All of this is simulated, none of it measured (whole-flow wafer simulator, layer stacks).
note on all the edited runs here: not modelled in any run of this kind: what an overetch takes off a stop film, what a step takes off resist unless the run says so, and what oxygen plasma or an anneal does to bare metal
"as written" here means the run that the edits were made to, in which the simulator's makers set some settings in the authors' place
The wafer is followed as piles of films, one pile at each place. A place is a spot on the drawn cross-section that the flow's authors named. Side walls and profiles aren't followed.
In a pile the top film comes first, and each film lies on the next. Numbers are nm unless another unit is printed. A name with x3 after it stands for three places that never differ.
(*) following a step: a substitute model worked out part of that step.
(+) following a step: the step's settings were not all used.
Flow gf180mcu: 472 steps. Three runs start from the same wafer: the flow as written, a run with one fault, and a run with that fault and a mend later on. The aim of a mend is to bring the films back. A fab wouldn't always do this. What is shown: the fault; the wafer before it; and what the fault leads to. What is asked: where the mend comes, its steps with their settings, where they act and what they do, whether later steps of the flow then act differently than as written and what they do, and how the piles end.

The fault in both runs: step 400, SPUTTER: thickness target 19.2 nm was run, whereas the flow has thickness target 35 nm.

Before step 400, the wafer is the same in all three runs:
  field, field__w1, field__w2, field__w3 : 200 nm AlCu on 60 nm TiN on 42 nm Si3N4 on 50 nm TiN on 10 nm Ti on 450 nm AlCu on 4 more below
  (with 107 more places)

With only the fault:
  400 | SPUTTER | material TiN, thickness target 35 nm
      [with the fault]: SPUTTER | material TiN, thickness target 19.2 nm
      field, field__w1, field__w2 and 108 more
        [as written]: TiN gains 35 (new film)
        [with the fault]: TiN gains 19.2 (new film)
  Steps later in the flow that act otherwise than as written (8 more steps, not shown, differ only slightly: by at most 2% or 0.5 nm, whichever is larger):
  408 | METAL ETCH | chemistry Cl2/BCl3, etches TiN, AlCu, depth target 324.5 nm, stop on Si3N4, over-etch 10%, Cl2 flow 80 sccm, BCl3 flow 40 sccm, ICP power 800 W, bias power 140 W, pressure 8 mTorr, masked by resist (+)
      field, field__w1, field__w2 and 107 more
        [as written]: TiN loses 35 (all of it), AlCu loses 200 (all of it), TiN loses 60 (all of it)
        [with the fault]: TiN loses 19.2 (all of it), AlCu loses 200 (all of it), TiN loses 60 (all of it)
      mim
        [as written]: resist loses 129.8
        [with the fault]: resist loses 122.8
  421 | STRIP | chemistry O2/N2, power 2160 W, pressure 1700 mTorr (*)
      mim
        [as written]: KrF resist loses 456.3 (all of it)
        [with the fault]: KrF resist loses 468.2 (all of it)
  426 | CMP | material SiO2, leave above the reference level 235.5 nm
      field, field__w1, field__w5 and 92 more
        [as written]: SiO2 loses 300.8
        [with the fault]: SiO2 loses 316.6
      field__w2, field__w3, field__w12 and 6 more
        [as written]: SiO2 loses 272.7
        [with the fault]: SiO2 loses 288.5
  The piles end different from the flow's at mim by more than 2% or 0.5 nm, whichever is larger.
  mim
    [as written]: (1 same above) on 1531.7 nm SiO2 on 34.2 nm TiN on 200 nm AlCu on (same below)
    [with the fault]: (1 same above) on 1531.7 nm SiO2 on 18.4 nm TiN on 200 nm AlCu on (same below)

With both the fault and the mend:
  The mend follows step 400.
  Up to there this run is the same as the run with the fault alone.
  400a | SPUTTER | material TiN, thickness target 15.8 nm (the flow's step 400 again, with other settings)
      field, field__w1, field__w2 and 108 more
        TiN gains 15.8
  Later steps of the flow that are run all act as written at every place that is followed.
  At every place that both follow, the piles at the end match the flow's.
